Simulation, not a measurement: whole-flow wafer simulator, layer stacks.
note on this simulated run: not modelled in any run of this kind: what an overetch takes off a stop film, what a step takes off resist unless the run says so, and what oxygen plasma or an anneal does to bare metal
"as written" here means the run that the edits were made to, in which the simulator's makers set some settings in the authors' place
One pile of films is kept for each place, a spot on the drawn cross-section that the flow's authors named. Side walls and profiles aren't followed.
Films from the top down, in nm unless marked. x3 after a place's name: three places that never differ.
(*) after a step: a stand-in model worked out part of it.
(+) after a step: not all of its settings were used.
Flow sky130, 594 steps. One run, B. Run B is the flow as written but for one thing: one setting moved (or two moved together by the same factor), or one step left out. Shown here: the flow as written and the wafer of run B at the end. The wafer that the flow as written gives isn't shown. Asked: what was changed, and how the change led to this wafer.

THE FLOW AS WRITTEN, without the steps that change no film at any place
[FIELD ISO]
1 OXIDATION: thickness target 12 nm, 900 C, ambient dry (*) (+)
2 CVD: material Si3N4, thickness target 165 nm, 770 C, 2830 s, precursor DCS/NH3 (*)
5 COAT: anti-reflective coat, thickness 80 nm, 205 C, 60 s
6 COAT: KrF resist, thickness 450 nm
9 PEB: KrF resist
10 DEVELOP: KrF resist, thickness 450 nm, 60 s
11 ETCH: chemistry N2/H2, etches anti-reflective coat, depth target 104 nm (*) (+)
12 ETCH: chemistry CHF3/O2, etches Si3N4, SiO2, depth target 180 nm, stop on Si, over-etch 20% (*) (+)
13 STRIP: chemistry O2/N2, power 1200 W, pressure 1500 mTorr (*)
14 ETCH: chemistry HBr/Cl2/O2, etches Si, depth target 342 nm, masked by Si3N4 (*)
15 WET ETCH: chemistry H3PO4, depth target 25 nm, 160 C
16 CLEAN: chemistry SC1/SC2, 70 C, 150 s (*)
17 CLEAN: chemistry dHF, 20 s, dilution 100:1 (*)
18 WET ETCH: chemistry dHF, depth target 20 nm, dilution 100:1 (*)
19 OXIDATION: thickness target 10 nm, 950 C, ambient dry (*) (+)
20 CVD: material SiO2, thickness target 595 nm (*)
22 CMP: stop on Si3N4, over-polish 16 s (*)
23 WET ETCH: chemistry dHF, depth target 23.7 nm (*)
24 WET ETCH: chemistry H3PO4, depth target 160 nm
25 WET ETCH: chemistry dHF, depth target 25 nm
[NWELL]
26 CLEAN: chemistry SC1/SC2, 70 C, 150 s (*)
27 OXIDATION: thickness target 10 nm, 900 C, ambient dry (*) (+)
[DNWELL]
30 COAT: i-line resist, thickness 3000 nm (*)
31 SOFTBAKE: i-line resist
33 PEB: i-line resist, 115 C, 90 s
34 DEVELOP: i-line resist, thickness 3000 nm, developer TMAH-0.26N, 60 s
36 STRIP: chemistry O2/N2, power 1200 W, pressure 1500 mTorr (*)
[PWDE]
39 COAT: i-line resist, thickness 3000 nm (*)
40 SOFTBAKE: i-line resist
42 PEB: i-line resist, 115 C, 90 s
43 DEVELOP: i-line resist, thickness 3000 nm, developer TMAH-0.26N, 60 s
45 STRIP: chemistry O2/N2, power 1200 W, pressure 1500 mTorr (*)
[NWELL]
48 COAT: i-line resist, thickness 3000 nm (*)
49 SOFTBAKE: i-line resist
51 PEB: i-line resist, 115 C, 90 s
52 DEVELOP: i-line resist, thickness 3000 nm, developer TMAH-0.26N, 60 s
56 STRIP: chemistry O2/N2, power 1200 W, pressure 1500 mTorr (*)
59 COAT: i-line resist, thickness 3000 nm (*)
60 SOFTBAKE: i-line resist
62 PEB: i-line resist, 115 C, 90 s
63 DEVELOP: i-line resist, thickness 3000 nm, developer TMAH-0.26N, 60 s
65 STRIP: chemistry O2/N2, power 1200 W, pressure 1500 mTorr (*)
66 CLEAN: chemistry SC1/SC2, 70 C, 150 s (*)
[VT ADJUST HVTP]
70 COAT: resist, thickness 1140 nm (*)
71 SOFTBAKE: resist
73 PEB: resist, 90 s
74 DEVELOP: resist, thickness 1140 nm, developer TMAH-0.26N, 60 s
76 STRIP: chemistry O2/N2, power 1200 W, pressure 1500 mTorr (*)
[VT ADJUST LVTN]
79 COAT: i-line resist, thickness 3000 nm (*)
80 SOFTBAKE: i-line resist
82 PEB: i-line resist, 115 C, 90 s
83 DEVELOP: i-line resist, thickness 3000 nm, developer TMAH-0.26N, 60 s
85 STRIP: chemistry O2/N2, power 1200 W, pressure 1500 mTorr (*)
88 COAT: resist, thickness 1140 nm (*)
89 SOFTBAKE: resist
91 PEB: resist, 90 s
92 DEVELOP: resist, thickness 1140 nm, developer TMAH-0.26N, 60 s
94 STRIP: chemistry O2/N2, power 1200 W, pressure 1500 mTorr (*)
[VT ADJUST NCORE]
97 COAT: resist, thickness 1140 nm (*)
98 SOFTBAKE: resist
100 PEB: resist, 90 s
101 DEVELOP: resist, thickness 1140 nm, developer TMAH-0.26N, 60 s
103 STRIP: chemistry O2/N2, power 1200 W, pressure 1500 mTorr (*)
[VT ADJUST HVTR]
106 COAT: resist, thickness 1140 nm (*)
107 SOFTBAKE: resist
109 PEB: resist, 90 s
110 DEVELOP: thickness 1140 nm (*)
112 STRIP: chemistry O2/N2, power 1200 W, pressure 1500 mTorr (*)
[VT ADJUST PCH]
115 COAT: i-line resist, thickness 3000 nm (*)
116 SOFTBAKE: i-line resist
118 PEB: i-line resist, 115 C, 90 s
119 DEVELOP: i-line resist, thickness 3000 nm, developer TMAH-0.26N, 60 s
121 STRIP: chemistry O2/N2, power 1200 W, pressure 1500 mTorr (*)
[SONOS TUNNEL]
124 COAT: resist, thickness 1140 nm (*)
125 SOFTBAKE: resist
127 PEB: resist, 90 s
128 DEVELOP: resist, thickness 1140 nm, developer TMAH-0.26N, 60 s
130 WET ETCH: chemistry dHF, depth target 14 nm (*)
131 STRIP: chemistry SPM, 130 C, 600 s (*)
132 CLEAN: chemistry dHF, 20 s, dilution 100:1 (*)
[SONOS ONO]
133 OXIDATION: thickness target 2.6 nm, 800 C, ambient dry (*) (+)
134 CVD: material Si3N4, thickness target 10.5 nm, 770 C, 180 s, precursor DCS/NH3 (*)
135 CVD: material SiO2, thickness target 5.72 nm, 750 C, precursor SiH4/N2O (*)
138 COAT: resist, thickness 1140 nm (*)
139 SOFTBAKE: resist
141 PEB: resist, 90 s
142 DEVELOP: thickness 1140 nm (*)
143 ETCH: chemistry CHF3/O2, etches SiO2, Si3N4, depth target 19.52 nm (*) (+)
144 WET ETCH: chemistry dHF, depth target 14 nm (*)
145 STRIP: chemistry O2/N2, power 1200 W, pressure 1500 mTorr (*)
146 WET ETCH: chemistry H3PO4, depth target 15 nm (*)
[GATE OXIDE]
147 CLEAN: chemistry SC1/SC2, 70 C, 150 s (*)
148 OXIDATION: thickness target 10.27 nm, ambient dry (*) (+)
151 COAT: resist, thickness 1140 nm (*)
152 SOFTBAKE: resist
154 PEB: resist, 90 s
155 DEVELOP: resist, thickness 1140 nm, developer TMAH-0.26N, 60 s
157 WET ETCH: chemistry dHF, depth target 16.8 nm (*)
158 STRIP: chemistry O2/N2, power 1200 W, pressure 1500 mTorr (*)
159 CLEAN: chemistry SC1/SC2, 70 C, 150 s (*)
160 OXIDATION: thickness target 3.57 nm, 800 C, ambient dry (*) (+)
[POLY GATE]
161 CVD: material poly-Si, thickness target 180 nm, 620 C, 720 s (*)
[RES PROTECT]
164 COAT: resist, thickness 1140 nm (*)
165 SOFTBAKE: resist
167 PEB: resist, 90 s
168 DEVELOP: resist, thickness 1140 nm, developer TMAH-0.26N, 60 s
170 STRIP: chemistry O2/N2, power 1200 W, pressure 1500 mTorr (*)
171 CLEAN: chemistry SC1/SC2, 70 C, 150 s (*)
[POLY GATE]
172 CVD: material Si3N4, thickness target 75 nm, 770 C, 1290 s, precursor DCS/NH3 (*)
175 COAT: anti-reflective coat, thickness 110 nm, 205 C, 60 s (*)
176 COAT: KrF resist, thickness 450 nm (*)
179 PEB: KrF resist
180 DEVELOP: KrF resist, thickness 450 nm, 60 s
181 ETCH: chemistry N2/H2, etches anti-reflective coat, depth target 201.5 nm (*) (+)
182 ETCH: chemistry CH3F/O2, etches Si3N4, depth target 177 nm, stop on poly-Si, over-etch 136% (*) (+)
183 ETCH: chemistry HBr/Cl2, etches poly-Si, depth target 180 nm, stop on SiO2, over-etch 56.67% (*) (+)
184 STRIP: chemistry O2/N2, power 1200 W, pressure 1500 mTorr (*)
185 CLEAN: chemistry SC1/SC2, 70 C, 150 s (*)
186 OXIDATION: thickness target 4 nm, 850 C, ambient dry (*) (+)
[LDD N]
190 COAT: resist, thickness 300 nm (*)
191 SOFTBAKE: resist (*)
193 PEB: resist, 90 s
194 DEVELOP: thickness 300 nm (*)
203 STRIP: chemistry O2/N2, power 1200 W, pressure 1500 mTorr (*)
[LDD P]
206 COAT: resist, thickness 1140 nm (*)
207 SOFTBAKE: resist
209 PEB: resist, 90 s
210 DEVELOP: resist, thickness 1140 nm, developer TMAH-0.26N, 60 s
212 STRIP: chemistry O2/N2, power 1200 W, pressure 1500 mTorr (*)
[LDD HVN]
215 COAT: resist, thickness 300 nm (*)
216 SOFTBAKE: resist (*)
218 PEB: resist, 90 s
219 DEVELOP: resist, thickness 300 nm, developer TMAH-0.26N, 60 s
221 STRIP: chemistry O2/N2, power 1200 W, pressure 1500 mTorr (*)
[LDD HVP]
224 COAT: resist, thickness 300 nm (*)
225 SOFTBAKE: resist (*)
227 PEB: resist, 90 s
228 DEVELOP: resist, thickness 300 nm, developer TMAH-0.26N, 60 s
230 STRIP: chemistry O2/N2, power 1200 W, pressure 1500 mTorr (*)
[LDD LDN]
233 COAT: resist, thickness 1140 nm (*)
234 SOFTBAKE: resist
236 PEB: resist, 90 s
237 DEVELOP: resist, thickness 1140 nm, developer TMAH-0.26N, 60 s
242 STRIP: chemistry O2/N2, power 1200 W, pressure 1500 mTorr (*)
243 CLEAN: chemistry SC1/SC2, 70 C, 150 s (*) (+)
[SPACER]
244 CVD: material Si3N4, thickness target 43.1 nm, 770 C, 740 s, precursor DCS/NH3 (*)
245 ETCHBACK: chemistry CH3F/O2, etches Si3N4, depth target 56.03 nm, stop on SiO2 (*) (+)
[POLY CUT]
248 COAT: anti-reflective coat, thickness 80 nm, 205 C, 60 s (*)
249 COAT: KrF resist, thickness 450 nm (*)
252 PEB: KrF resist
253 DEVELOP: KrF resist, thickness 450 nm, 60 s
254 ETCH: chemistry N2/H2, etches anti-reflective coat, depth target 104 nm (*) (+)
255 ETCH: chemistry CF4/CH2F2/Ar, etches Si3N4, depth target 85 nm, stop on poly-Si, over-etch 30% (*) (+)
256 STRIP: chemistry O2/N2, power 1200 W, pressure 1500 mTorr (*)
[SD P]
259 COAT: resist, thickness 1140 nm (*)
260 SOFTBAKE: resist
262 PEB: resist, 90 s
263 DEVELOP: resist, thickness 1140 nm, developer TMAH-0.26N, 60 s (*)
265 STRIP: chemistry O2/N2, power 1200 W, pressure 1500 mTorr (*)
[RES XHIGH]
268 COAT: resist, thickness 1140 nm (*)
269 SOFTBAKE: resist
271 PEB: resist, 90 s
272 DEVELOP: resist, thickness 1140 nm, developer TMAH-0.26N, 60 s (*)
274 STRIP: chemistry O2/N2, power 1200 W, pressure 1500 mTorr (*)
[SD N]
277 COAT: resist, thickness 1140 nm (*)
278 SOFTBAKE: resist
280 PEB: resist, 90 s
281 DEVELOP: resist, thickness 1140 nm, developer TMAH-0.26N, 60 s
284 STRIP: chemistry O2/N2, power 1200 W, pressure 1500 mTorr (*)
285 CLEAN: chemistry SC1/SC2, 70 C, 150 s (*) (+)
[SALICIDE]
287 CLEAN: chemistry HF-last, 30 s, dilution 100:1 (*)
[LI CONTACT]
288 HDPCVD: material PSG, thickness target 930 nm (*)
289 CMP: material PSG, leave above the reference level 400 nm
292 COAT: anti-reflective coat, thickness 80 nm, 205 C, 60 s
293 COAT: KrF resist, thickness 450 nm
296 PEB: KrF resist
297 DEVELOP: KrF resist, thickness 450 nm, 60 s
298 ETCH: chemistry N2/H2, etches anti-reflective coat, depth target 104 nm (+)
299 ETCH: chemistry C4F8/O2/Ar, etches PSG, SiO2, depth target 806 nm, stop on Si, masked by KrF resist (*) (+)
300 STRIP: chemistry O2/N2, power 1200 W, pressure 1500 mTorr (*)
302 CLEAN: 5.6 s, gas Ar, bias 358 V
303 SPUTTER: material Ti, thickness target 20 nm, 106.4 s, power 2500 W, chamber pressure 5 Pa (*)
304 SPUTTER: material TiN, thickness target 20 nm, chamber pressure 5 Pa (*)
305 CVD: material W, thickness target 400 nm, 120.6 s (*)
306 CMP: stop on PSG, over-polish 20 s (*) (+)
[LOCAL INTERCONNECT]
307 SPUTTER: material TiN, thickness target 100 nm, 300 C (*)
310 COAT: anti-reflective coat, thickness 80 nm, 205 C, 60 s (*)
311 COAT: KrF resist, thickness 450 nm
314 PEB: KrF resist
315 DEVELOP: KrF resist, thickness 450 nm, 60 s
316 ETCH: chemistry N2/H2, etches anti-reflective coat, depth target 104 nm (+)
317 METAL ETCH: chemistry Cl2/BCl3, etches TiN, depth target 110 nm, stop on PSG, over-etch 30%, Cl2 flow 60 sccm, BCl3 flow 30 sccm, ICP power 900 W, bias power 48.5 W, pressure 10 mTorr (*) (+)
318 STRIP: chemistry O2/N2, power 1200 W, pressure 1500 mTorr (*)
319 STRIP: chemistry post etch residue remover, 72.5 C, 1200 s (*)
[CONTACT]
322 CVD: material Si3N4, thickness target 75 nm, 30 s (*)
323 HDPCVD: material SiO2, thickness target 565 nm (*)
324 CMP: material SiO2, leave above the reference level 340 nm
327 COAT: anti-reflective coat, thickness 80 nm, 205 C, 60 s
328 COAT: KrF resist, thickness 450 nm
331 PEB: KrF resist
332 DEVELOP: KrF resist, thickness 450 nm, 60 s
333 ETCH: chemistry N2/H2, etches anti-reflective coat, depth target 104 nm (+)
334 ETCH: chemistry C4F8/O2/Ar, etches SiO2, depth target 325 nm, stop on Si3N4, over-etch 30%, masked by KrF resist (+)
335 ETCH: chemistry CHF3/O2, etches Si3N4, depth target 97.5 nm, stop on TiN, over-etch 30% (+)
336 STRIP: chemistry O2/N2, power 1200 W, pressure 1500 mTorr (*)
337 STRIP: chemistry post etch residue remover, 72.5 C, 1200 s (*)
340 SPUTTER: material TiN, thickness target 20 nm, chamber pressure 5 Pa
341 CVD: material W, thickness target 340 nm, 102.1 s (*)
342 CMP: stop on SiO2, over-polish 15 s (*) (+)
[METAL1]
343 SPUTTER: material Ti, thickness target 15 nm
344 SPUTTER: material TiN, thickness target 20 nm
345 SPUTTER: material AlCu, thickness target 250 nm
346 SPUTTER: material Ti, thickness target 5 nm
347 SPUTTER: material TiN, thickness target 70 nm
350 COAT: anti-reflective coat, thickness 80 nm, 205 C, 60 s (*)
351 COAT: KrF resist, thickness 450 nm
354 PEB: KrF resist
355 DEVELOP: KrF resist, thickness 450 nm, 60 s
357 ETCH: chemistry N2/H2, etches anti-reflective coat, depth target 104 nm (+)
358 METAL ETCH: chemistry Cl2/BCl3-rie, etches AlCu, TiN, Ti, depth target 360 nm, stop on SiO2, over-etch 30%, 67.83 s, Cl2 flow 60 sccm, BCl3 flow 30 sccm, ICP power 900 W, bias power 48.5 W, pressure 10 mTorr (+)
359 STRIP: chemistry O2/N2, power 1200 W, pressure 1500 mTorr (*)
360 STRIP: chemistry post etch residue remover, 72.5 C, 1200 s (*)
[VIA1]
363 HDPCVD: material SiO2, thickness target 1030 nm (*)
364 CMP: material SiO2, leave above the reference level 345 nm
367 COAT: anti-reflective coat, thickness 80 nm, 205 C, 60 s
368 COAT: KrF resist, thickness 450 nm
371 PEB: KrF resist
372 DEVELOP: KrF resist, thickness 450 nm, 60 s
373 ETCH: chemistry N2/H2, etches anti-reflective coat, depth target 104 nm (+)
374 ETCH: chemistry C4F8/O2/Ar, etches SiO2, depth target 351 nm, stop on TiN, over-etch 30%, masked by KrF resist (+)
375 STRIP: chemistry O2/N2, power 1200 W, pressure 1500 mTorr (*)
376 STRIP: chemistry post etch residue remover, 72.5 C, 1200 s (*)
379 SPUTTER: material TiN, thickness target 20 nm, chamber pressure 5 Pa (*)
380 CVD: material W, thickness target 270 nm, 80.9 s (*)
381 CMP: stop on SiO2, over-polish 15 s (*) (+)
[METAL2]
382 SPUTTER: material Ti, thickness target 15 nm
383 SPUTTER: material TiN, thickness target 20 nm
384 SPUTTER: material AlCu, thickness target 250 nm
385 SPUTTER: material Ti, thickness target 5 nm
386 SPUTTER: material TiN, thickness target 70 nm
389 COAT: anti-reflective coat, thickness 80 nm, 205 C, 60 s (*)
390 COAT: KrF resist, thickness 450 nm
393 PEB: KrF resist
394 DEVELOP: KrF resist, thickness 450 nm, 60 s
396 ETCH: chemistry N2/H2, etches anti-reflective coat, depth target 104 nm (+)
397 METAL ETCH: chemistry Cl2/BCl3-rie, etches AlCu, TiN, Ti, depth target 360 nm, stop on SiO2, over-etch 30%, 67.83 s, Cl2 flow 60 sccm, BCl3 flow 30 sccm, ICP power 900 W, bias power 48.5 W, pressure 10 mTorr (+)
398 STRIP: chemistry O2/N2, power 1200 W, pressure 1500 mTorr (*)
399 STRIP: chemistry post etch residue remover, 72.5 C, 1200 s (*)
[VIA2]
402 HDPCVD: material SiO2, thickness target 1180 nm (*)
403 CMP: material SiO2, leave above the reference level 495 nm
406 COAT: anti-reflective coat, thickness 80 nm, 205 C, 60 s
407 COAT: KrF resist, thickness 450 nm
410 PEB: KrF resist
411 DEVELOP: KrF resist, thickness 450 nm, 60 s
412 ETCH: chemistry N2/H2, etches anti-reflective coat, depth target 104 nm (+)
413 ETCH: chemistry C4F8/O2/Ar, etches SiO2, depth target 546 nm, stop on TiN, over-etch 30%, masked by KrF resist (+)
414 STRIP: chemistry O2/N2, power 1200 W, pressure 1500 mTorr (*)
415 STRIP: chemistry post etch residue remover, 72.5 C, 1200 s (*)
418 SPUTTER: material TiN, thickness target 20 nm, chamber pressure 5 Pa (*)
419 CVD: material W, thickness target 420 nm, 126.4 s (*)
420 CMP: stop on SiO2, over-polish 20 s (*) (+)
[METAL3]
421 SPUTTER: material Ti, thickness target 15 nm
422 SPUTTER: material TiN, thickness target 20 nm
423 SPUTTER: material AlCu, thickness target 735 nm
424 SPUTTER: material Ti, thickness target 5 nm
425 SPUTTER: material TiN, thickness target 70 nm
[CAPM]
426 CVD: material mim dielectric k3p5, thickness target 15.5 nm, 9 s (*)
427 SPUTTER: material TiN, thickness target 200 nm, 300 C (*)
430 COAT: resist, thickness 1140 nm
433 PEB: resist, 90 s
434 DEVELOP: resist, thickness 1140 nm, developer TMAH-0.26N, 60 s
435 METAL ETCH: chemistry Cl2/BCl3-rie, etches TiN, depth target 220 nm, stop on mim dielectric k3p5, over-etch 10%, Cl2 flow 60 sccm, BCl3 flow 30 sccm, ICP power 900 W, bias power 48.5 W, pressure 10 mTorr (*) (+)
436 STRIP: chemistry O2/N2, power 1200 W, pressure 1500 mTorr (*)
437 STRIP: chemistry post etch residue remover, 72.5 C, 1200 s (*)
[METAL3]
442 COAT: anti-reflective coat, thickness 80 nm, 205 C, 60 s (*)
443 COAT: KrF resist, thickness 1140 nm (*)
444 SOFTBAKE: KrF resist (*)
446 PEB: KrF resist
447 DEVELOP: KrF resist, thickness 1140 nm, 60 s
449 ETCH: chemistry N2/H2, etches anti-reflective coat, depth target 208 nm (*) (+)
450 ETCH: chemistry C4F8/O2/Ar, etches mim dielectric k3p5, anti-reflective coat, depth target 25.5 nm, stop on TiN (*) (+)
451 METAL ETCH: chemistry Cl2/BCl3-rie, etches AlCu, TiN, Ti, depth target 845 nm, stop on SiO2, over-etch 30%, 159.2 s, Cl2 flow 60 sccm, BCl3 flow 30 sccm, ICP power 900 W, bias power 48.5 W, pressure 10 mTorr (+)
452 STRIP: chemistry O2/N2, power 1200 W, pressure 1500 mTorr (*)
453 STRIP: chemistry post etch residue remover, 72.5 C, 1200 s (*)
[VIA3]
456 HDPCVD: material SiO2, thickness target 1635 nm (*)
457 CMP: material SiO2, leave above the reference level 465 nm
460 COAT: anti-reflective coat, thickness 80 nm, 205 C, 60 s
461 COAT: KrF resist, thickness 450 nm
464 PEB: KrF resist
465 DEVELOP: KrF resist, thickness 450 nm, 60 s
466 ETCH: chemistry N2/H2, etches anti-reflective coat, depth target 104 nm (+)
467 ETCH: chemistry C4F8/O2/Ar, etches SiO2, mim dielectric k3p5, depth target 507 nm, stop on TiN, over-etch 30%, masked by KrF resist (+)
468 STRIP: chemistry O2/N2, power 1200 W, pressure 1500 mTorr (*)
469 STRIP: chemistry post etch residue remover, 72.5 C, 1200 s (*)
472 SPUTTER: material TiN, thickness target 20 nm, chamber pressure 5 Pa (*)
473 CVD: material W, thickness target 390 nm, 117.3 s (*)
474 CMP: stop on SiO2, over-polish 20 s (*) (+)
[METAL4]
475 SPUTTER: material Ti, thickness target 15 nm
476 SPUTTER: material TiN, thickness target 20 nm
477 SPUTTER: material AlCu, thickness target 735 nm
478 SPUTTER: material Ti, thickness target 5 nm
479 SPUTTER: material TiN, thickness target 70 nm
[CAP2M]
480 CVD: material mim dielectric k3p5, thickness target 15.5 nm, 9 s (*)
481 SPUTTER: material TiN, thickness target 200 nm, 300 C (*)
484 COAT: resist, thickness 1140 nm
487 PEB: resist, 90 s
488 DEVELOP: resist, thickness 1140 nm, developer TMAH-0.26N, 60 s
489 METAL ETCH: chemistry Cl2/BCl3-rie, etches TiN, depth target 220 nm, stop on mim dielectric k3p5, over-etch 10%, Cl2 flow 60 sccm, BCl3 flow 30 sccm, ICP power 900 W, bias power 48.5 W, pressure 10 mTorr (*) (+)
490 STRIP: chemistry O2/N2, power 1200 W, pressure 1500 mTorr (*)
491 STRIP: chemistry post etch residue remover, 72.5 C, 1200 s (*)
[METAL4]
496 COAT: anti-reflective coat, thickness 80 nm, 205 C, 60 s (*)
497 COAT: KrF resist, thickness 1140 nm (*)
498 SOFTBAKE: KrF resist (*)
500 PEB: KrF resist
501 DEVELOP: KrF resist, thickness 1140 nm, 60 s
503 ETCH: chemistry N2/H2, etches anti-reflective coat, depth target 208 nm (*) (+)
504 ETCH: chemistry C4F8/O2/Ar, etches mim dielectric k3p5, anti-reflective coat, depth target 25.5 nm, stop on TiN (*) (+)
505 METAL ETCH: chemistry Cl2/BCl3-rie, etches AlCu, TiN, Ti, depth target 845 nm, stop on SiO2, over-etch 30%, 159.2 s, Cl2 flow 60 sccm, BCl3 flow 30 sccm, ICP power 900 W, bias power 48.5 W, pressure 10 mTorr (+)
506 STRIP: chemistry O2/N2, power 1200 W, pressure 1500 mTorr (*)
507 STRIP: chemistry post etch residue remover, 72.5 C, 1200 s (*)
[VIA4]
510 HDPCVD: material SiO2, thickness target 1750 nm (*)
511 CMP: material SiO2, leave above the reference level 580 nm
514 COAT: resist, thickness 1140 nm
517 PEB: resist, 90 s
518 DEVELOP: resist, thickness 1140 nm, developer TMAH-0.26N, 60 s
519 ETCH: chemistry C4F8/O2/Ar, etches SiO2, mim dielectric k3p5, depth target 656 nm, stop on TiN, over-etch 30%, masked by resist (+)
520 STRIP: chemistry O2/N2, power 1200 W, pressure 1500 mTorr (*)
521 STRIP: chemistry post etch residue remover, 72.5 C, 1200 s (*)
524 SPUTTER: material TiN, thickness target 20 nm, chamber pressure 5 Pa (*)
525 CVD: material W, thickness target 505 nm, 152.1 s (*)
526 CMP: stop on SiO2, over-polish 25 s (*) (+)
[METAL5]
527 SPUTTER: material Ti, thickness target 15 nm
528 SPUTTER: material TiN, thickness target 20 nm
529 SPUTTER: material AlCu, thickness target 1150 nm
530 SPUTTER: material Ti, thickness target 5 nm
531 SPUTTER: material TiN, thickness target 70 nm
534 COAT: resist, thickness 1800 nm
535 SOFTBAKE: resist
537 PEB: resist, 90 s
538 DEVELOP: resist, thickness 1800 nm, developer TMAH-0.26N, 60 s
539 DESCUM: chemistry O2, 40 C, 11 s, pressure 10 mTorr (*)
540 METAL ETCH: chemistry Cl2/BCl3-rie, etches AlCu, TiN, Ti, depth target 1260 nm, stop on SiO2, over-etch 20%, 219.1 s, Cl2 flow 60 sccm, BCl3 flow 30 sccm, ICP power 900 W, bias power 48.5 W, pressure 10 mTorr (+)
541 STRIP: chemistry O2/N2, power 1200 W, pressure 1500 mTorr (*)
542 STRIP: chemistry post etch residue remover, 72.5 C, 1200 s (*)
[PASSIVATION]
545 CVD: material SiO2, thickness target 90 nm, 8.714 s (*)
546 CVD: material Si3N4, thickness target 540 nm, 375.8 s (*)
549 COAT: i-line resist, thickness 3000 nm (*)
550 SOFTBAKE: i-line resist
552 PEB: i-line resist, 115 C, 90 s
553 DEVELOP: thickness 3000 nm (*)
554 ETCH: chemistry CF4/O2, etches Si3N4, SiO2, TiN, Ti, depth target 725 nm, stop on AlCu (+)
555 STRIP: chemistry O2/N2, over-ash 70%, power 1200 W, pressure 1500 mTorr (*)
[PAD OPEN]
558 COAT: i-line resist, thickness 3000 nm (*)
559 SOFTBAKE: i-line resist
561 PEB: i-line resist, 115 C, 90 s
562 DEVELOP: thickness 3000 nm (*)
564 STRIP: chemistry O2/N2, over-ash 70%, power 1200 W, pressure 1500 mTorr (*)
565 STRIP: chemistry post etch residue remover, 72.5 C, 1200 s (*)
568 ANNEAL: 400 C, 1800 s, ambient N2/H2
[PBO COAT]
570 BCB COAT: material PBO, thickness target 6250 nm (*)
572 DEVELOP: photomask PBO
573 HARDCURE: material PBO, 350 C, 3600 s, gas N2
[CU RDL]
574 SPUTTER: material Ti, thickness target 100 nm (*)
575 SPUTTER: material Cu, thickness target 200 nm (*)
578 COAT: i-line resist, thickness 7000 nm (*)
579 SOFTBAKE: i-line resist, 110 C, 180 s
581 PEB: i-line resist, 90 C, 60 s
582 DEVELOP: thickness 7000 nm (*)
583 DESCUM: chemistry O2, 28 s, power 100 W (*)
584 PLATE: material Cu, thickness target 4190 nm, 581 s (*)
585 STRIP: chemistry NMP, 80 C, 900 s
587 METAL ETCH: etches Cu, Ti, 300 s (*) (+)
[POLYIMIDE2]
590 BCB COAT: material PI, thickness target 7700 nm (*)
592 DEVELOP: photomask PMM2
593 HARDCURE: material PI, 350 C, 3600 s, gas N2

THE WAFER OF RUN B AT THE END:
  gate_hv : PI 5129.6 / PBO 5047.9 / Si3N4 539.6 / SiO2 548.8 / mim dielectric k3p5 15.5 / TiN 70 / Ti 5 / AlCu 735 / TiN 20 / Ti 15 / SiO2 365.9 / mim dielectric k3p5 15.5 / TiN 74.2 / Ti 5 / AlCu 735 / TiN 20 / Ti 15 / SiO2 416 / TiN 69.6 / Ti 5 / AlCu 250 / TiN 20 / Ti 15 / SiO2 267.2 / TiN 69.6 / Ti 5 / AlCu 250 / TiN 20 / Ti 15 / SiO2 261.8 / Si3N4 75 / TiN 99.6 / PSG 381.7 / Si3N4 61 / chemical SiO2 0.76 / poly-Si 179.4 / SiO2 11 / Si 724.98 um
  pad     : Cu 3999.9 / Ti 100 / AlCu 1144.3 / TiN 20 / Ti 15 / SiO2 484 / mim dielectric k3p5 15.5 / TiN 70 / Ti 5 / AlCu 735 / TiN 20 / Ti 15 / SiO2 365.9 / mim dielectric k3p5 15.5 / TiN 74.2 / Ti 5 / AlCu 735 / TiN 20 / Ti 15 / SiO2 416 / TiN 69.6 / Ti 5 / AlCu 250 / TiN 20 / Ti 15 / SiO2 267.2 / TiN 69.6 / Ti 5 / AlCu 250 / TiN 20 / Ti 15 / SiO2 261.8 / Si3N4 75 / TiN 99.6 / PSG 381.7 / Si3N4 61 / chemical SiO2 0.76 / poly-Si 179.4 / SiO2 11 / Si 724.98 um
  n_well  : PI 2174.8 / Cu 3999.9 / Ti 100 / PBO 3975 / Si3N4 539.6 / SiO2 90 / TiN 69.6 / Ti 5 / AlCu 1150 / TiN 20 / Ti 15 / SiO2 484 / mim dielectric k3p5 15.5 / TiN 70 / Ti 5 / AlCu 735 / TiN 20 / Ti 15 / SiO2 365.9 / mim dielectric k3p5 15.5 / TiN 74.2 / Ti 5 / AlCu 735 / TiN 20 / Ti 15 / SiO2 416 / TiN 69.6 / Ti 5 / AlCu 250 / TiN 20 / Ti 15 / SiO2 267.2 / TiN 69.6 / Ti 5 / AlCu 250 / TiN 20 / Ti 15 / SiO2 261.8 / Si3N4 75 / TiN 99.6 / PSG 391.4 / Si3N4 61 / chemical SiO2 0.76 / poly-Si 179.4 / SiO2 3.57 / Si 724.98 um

The cause: step 425, SPUTTER: thickness target 74.2 nm was run, where the flow has thickness target 70 nm.
It can be read off the wafer: gate_hv has TiN 74.2, and step 425 as written asks for 70 nm.

How the change led to this, step by step:
  425 SPUTTER: material TiN, thickness target 70 nm
      field, active, n_well and 188 more: TiN +74.2 (new film) (as written it would be: TiN +70 (new film))
  451 METAL ETCH: chemistry Cl2/BCl3-rie, etches AlCu, TiN, Ti, depth target 845 nm, stop on SiO2, over-etch 30%, 159.2 s, Cl2 flow 60 sccm, BCl3 flow 30 sccm, ICP power 900 W, bias power 48.5 W, pressure 10 mTorr (+)
      field, active, gate and 69 more: TiN -74.2 (all of it), Ti -5 (all of it), AlCu -735 (all of it), TiN -20 (all of it), Ti -15 (all of it), SiO2 -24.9 (as written it would be: TiN -70 (all of it), Ti -5 (all of it), AlCu -735 (all of it), TiN -20 (all of it), Ti -15 (all of it), SiO2 -25.4)
      vpp_ln, vpp_iso2, ndiff_ln and 10 more: TiN -74.2 (all of it), Ti -5 (all of it), AlCu -735 (all of it), TiN -20 (all of it), Ti -15 (all of it), SiO2 -24.9 (as written it would be: TiN -70 (all of it), Ti -5 (all of it), AlCu -735 (all of it), TiN -20 (all of it), Ti -15 (all of it), SiO2 -25.3)
